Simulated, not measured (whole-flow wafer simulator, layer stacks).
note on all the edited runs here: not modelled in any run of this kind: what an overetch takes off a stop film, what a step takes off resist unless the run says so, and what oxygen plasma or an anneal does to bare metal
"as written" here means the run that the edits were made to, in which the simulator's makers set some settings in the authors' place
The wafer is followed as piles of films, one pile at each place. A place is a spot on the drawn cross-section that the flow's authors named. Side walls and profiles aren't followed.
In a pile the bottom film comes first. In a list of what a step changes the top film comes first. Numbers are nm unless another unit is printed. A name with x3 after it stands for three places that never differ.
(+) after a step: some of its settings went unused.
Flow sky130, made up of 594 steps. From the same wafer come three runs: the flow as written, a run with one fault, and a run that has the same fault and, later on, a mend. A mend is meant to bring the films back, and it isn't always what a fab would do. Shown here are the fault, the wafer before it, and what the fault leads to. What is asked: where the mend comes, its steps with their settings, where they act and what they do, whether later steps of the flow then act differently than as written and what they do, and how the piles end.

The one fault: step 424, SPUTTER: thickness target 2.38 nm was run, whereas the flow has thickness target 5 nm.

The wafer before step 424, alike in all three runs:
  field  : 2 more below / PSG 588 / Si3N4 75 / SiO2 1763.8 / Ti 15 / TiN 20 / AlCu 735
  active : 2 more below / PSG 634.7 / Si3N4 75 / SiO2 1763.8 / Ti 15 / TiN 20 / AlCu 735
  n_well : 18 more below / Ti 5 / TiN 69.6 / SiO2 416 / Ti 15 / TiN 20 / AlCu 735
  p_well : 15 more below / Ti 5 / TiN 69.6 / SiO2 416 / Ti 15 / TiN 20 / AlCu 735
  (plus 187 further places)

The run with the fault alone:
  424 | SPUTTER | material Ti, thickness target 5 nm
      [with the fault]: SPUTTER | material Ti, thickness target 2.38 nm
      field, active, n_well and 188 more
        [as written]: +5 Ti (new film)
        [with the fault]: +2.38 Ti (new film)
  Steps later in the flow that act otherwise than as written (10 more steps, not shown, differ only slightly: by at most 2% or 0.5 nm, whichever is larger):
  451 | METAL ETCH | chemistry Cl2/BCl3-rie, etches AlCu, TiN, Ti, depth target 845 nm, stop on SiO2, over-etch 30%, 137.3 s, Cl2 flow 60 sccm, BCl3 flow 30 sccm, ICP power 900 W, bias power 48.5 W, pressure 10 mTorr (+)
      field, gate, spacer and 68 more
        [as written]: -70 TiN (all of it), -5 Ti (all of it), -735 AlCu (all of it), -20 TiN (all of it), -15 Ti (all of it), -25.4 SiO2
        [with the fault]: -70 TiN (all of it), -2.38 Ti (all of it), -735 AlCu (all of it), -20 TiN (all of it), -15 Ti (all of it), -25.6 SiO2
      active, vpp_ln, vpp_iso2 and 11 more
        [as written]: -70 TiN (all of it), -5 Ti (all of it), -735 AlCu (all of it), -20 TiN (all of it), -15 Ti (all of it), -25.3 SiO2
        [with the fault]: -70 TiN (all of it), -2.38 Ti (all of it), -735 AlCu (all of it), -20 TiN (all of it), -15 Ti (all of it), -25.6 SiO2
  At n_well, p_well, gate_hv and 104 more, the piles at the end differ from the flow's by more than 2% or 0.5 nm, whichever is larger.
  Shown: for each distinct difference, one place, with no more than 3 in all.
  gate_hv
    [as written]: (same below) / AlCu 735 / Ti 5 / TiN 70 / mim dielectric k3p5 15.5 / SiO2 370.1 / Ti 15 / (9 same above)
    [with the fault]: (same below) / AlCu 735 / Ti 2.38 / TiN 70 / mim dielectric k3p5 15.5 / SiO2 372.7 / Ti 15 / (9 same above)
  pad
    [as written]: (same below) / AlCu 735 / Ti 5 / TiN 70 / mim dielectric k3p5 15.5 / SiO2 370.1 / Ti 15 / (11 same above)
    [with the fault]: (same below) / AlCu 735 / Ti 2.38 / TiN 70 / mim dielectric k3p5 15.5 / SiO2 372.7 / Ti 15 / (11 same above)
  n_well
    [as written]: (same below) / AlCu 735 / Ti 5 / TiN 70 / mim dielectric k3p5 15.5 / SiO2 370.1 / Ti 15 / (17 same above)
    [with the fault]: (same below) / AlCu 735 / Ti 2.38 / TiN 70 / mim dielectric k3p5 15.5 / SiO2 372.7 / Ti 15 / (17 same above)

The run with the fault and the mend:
  The mend stands after step 424.
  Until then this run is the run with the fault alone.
  424a | SPUTTER | material Ti, thickness target 2.62 nm (a further turn of the flow's step 424, with different settings)
      field, active, n_well and 188 more
        +2.62 Ti
  Every later step of the flow that is run acts as written at every place that is followed.
  At every place that both follow, the piles at the end match the flow's.
